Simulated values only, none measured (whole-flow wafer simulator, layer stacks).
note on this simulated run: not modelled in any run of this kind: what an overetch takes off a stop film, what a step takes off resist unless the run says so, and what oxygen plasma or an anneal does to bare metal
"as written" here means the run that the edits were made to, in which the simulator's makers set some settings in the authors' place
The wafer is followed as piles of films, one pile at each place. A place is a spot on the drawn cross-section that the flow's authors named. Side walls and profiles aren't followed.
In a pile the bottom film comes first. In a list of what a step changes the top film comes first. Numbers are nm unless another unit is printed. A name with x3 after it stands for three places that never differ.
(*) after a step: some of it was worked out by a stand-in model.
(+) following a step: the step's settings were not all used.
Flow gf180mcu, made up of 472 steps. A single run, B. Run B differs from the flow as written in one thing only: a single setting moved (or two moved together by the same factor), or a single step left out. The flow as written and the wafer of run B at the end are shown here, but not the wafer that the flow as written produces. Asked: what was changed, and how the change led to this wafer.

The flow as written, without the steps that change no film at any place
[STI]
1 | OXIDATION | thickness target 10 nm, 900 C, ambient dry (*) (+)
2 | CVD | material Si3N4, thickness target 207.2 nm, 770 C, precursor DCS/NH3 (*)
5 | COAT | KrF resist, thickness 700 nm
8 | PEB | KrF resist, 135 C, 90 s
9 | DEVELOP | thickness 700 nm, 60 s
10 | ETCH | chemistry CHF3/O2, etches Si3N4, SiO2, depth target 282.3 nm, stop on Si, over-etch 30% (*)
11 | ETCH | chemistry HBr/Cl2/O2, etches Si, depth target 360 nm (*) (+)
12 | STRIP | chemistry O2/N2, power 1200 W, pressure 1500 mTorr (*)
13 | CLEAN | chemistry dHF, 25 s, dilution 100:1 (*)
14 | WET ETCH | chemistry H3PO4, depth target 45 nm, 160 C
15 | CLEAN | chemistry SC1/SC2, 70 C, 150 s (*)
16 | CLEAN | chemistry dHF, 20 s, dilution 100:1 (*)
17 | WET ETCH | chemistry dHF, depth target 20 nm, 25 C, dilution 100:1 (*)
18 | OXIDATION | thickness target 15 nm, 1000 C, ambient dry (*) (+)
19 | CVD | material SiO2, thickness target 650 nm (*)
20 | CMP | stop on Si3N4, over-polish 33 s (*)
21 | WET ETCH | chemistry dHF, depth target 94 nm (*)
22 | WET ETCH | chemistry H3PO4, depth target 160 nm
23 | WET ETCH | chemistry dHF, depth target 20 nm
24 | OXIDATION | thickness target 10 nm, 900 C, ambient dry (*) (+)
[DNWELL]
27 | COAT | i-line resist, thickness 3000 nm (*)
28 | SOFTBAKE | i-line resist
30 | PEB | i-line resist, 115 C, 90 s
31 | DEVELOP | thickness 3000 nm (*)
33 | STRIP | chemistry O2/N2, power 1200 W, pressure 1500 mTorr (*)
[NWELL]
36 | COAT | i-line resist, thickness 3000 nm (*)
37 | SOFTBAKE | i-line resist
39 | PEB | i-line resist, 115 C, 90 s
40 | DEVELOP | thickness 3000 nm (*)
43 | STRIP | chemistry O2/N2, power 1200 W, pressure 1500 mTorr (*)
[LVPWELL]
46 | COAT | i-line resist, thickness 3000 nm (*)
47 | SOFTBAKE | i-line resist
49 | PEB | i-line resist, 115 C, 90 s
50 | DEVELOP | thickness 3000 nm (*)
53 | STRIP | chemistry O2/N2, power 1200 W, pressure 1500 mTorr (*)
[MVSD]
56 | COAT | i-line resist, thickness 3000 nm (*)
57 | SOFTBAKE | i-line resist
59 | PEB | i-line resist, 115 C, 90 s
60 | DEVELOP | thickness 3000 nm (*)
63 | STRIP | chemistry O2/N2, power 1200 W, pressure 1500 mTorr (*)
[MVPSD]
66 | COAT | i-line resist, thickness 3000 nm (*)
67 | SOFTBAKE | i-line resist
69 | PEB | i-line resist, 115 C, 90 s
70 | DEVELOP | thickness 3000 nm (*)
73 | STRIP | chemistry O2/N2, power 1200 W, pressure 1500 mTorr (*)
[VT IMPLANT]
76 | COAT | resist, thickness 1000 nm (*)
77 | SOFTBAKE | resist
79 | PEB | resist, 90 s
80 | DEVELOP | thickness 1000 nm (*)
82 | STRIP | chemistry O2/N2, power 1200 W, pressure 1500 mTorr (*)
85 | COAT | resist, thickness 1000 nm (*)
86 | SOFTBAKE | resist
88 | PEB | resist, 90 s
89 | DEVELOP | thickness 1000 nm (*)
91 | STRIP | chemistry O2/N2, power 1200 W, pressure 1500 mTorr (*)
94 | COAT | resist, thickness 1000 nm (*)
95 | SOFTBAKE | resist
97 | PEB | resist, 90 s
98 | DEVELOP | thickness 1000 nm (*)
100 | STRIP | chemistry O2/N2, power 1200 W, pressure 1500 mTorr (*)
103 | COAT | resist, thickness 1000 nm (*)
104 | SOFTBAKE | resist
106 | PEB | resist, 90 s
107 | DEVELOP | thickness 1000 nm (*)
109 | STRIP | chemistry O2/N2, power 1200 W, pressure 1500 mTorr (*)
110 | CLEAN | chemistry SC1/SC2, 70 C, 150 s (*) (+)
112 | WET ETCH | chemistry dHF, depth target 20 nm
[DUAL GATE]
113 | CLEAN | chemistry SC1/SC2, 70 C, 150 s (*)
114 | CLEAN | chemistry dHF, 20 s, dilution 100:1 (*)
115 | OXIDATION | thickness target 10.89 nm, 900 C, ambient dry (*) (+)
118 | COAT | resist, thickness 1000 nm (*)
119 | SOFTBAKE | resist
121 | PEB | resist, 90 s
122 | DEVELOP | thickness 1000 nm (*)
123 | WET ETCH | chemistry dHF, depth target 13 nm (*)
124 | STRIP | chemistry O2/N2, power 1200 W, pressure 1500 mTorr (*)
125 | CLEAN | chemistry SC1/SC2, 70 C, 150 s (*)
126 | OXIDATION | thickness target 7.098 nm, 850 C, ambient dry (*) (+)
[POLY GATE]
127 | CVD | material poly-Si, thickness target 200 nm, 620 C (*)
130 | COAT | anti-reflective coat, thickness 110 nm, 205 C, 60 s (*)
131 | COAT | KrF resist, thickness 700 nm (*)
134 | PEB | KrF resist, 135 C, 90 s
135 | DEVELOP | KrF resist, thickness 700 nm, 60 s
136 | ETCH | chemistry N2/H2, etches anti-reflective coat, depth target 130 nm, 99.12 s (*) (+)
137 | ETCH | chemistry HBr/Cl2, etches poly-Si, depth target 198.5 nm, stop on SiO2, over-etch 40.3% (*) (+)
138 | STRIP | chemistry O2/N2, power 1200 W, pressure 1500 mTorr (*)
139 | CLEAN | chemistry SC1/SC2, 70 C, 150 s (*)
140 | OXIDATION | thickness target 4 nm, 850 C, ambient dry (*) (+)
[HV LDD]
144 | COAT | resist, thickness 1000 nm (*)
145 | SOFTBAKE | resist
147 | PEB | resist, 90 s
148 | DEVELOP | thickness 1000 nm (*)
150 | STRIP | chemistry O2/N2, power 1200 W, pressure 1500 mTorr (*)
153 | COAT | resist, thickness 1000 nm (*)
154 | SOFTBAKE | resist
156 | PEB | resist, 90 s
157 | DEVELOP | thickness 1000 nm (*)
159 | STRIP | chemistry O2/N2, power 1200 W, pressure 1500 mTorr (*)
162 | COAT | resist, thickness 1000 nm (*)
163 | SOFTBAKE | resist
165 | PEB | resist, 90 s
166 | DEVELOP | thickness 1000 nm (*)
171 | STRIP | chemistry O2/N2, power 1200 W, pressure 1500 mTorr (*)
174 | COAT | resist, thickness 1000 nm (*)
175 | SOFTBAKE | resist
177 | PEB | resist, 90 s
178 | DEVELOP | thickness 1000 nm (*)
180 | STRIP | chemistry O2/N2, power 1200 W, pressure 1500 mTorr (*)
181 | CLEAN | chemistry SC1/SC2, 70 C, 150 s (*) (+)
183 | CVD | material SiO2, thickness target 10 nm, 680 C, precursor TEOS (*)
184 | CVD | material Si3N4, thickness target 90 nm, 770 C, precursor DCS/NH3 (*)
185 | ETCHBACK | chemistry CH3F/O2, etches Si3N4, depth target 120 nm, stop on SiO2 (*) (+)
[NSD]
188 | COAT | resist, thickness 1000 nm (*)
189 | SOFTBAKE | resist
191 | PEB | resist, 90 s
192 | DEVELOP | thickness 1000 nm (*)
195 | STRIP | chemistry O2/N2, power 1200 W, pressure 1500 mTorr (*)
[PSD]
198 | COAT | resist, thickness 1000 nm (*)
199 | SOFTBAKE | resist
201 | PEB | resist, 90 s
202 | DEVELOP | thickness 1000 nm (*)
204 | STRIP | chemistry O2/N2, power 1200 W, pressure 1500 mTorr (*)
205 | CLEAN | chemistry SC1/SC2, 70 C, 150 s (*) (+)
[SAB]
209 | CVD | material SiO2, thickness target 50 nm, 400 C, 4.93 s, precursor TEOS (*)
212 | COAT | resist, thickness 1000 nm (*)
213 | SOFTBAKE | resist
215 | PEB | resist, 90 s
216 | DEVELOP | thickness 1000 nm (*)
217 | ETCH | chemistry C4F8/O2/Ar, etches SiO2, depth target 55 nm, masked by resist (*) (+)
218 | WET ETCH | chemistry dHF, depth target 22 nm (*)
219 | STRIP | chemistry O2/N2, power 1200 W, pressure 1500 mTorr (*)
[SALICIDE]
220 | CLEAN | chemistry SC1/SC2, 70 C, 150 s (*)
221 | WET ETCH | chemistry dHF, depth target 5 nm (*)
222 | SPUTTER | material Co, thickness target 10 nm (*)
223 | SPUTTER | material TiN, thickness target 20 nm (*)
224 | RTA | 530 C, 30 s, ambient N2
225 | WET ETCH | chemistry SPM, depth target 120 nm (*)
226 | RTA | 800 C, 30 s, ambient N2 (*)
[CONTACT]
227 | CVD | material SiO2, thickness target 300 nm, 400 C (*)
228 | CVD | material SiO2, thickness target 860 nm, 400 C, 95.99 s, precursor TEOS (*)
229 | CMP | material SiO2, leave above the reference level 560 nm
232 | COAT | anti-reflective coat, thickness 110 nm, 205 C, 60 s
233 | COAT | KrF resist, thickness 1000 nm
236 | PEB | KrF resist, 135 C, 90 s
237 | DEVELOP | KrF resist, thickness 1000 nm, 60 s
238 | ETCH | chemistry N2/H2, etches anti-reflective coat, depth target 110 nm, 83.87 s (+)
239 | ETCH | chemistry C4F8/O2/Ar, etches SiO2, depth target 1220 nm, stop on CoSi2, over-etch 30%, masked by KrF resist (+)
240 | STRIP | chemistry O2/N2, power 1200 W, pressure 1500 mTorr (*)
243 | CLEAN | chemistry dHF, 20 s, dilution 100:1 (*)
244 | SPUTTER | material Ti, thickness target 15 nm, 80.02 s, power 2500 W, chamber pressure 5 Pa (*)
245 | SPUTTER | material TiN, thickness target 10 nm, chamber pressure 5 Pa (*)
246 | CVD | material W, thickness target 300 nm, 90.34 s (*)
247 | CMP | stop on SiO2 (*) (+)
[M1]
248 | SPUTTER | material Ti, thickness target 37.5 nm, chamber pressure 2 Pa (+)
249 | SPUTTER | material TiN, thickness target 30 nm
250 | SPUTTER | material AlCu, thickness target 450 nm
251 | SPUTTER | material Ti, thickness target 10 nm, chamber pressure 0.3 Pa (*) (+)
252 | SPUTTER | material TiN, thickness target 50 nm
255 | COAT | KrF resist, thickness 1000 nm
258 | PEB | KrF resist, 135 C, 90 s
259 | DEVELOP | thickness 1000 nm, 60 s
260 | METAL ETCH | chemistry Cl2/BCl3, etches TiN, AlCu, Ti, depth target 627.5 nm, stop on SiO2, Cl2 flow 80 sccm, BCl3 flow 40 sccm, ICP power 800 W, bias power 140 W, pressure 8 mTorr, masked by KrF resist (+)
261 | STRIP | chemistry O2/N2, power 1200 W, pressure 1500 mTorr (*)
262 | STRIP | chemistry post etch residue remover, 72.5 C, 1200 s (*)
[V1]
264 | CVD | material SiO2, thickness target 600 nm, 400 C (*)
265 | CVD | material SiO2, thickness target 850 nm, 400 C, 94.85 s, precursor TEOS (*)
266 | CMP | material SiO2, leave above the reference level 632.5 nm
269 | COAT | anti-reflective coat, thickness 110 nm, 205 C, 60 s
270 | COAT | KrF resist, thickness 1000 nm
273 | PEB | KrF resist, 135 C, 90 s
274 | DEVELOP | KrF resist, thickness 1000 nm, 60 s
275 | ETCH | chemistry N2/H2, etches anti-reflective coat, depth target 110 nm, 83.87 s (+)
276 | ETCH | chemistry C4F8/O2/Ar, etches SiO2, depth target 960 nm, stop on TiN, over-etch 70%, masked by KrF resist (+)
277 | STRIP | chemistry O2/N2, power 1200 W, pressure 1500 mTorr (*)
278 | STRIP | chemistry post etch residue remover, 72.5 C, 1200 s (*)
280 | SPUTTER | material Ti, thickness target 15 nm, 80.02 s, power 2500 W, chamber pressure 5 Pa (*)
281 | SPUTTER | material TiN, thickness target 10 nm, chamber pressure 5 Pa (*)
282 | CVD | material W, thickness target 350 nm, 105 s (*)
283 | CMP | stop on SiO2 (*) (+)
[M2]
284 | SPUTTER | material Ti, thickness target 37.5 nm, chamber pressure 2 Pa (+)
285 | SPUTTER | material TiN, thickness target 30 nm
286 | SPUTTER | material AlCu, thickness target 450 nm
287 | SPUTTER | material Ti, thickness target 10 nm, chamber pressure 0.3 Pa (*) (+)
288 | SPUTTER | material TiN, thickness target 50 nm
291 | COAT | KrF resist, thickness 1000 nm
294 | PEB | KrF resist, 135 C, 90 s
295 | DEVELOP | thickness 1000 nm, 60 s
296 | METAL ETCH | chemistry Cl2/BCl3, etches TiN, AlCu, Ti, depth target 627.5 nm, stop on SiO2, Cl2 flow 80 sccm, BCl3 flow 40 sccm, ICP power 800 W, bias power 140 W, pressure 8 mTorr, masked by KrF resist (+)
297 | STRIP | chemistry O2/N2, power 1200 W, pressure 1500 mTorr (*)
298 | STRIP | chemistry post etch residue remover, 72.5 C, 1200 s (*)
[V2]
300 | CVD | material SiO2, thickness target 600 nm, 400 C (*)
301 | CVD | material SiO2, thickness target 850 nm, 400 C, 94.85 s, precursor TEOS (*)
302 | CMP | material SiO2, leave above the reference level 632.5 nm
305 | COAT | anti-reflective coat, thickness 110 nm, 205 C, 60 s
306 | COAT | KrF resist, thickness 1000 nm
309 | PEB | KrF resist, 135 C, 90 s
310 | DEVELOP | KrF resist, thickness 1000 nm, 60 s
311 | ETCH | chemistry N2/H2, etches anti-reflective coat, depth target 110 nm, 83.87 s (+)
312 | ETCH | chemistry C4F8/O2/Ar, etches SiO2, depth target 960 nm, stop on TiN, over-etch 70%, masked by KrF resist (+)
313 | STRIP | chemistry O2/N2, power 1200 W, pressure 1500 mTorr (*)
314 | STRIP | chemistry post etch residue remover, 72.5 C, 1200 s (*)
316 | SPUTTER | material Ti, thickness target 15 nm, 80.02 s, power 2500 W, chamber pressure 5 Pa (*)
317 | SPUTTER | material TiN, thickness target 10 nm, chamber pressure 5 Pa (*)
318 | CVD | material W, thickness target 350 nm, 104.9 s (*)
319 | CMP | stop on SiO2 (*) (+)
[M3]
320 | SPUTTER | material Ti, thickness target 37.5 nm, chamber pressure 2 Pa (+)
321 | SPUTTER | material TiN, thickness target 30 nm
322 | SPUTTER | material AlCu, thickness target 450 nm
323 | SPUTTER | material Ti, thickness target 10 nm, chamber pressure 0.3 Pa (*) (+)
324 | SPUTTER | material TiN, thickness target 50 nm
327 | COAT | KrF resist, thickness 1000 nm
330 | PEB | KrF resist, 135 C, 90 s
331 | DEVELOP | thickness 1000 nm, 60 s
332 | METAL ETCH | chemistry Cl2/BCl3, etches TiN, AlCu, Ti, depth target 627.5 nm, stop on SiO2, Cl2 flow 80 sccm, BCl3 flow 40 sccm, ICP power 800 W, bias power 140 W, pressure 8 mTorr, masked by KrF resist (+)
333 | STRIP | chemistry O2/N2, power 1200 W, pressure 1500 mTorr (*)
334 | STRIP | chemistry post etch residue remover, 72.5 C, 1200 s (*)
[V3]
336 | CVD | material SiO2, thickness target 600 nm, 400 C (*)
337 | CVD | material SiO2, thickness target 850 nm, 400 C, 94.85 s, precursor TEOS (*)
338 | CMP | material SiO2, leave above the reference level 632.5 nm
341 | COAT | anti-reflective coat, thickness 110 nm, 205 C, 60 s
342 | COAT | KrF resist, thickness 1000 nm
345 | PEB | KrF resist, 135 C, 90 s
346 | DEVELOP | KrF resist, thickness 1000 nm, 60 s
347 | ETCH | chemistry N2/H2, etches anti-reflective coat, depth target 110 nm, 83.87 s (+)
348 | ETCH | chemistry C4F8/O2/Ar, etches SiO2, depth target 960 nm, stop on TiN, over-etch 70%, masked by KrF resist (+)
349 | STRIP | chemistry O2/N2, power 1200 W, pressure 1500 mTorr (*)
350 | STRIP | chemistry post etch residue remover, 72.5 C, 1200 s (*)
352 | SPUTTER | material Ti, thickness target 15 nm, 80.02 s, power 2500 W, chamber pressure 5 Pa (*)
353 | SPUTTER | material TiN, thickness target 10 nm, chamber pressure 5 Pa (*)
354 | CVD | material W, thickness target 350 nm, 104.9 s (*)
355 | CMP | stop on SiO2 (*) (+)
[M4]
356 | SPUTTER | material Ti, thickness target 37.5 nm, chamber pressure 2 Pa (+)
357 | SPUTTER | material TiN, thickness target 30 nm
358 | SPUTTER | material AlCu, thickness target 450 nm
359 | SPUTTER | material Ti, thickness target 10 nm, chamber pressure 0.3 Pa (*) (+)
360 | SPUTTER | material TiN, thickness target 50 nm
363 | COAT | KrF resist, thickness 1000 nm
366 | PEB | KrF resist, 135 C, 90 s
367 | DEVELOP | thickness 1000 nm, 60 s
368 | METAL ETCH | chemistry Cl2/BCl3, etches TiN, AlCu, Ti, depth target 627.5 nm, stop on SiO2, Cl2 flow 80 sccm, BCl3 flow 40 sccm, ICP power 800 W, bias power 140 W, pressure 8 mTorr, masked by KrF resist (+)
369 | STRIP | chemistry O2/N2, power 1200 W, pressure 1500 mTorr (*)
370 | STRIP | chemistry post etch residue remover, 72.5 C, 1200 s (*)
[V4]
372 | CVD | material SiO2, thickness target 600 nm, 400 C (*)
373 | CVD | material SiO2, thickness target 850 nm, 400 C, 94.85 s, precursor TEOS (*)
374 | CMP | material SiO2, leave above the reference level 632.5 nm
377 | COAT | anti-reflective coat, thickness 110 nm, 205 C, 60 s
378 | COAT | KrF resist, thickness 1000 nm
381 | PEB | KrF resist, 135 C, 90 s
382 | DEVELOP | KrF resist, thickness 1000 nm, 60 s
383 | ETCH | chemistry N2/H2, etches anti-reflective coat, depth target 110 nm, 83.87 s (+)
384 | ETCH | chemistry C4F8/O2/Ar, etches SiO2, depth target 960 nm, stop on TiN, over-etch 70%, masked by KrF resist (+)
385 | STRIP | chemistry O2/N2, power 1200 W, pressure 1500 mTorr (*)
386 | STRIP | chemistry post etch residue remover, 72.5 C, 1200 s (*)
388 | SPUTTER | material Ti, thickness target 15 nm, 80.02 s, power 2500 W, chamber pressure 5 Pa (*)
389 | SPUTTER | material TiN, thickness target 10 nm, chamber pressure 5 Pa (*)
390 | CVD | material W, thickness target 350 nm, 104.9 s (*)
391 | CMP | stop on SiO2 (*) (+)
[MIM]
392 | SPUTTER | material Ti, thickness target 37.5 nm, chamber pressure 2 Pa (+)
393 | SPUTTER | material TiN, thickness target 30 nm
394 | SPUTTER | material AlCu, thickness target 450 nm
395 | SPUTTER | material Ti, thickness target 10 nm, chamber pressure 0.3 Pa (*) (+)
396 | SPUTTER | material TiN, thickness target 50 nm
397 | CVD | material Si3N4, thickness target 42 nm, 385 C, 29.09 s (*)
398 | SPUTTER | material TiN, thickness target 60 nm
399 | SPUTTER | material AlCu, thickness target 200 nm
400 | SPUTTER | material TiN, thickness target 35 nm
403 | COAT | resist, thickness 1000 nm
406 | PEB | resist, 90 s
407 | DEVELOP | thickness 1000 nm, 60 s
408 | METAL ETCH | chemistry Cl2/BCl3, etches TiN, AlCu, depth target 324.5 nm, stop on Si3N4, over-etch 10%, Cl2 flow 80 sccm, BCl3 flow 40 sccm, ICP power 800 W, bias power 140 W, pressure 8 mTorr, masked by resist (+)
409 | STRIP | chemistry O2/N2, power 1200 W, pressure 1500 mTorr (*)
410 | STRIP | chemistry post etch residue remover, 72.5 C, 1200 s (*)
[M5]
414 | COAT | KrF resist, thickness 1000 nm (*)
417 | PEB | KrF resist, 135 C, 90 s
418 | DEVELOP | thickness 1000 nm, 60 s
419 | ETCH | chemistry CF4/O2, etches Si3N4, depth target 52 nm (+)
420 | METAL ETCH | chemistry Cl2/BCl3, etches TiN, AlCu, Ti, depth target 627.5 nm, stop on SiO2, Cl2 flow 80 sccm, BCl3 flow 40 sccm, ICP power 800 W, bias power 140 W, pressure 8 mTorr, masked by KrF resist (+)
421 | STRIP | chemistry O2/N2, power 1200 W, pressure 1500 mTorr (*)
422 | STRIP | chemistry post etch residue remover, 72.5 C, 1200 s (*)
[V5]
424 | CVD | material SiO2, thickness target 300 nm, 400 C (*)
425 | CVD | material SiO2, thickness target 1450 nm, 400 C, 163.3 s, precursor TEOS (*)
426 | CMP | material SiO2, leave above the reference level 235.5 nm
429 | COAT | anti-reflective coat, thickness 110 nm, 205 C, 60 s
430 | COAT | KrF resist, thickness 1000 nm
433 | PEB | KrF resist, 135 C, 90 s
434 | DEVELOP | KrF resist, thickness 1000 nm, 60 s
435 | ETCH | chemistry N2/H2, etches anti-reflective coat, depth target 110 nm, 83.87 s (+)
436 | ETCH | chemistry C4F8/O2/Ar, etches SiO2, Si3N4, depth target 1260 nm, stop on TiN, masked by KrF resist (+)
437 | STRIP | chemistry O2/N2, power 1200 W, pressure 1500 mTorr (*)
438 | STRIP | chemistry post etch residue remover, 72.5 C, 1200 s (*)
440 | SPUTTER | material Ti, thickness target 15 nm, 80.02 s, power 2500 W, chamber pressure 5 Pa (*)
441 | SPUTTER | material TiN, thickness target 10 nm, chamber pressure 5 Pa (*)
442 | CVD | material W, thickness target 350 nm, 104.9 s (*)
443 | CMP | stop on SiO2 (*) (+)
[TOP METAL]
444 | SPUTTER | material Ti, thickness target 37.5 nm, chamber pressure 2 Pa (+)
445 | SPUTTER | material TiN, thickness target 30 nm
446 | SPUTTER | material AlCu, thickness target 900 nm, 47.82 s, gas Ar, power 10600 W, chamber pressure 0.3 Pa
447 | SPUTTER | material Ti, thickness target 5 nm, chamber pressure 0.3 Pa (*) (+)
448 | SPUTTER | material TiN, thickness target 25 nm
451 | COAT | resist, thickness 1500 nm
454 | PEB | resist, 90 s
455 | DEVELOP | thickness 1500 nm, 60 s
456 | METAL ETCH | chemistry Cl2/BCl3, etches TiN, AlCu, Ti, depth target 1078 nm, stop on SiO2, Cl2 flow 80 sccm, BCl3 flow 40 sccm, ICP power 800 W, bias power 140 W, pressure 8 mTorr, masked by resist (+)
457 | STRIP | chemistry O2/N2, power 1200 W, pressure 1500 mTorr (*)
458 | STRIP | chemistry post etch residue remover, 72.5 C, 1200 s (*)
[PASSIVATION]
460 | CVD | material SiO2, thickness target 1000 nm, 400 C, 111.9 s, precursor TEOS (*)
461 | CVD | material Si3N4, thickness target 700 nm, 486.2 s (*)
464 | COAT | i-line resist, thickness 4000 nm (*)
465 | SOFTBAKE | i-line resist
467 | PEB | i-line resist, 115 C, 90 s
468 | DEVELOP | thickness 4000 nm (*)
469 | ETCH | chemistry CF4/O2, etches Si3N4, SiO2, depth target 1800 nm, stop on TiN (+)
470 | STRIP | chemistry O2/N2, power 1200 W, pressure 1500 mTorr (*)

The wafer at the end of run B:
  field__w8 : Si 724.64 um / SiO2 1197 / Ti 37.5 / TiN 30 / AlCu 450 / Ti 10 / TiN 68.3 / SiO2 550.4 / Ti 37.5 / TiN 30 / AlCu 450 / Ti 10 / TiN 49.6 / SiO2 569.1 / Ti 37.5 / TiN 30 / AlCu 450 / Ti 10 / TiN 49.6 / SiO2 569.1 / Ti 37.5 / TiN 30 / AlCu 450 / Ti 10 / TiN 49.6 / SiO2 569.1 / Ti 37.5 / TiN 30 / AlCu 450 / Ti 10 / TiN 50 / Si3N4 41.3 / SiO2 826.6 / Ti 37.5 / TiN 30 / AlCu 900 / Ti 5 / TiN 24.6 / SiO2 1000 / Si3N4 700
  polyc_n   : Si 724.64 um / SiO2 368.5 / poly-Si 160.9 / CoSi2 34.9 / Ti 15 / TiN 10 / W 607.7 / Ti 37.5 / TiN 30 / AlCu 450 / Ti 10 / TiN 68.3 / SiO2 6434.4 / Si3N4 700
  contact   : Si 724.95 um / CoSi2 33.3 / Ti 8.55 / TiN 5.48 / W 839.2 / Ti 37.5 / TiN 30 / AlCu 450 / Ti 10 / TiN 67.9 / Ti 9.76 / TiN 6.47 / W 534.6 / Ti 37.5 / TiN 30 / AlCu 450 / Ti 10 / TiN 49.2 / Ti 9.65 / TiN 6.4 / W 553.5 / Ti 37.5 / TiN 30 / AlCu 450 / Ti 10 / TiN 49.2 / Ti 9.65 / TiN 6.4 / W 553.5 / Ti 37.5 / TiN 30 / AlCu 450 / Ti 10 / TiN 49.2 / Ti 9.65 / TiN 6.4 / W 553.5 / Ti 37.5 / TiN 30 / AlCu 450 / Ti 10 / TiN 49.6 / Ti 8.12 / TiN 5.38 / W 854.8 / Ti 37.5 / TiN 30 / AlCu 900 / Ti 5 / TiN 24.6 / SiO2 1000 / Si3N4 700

What caused this: step 252, SPUTTER: thickness target 68.75 nm was run, though the flow has thickness target 50 nm.

How this came from the change, step by step:
  252 | SPUTTER | material TiN, thickness target 50 nm
      field, field__w1, field__w2 and 108 more: TiN gains 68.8 (new film) (it would be, as written: TiN gains 50 (new film))
  260 | METAL ETCH | chemistry Cl2/BCl3, etches TiN, AlCu, Ti, depth target 627.5 nm, stop on SiO2, Cl2 flow 80 sccm, BCl3 flow 40 sccm, ICP power 800 W, bias power 140 W, pressure 8 mTorr, masked by KrF resist (+)
      field, field__w1, field__w2 and 99 more: TiN loses 68.8 (all of it), Ti loses 10 (all of it), AlCu loses 450 (all of it), TiN loses 30 (all of it), Ti loses 37.5 (all of it) (it would be, as written: TiN loses 50 (all of it), Ti loses 10 (all of it), AlCu loses 450 (all of it), TiN loses 30 (all of it), Ti loses 37.5 (all of it))
  266 | CMP | material SiO2, leave above the reference level 632.5 nm
      field__w8, contact, m1 and 6 more: SiO2 loses 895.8 (it would be, as written: SiO2 loses 877.1)
  276 | ETCH | chemistry C4F8/O2/Ar, etches SiO2, depth target 960 nm, stop on TiN, over-etch 70%, masked by KrF resist (+)
      field, field__w1, field__w2 and 107 more: KrF resist loses 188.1 (it would be, as written: KrF resist loses 192)
      contact: SiO2 loses 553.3 (all of it) (it would be, as written: SiO2 loses 572.1 (all of it))
  282 | CVD | material W, thickness target 350 nm, 105 s (*)
      contact: W gains 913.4 (new film) (it would be, as written: W gains 932.3 (new film))
